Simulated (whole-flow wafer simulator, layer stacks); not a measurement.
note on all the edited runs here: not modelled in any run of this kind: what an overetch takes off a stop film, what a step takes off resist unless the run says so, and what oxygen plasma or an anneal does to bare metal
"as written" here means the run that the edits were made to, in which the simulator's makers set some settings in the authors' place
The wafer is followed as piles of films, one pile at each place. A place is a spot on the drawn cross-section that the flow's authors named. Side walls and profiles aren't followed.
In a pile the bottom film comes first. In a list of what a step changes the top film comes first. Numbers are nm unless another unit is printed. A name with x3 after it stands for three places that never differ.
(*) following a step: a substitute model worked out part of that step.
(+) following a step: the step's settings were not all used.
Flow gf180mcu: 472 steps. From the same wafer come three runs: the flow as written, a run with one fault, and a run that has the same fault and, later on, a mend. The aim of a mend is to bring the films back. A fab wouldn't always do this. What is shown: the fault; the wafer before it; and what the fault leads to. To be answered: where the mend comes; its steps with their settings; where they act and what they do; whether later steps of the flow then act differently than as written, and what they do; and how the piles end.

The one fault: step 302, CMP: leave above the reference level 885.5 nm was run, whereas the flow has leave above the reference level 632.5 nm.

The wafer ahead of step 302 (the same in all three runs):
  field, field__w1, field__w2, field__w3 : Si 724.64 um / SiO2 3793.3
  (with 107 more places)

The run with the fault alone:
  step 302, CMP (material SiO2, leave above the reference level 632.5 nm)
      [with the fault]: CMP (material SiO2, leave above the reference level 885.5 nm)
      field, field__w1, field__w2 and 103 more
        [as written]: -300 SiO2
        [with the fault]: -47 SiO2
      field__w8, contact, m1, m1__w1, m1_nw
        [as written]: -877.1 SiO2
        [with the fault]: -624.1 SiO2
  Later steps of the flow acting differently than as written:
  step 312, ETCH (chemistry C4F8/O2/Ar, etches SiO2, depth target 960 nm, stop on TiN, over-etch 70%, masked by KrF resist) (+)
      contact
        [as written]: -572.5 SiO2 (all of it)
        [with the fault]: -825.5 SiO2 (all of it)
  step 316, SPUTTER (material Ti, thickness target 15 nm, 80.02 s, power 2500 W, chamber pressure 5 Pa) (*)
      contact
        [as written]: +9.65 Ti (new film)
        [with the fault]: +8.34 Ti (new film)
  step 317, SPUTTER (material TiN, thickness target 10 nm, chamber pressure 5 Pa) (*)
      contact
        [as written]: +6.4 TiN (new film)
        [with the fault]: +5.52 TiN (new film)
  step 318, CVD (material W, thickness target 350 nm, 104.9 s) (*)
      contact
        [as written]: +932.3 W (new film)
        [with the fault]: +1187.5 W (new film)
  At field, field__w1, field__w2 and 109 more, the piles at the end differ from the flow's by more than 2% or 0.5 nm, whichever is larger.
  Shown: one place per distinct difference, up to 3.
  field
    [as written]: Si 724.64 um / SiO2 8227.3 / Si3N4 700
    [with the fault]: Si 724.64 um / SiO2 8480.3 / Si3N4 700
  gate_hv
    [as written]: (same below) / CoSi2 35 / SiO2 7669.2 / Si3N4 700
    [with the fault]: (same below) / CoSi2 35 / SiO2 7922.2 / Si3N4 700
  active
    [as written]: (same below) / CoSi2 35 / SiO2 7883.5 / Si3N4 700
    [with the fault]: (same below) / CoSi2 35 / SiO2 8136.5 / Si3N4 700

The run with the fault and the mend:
  After step 302 comes the mend.
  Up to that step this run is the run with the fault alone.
  step 302a, CMP (material SiO2, leave above the reference level 632.5 nm) (the flow's step 302, run once more)
      field, field__w1, field__w2 and 108 more
        -253 SiO2
  Later steps of the flow that are run all act as written at every place that is followed.
  The piles end the same as the flow's at every place that both follow.
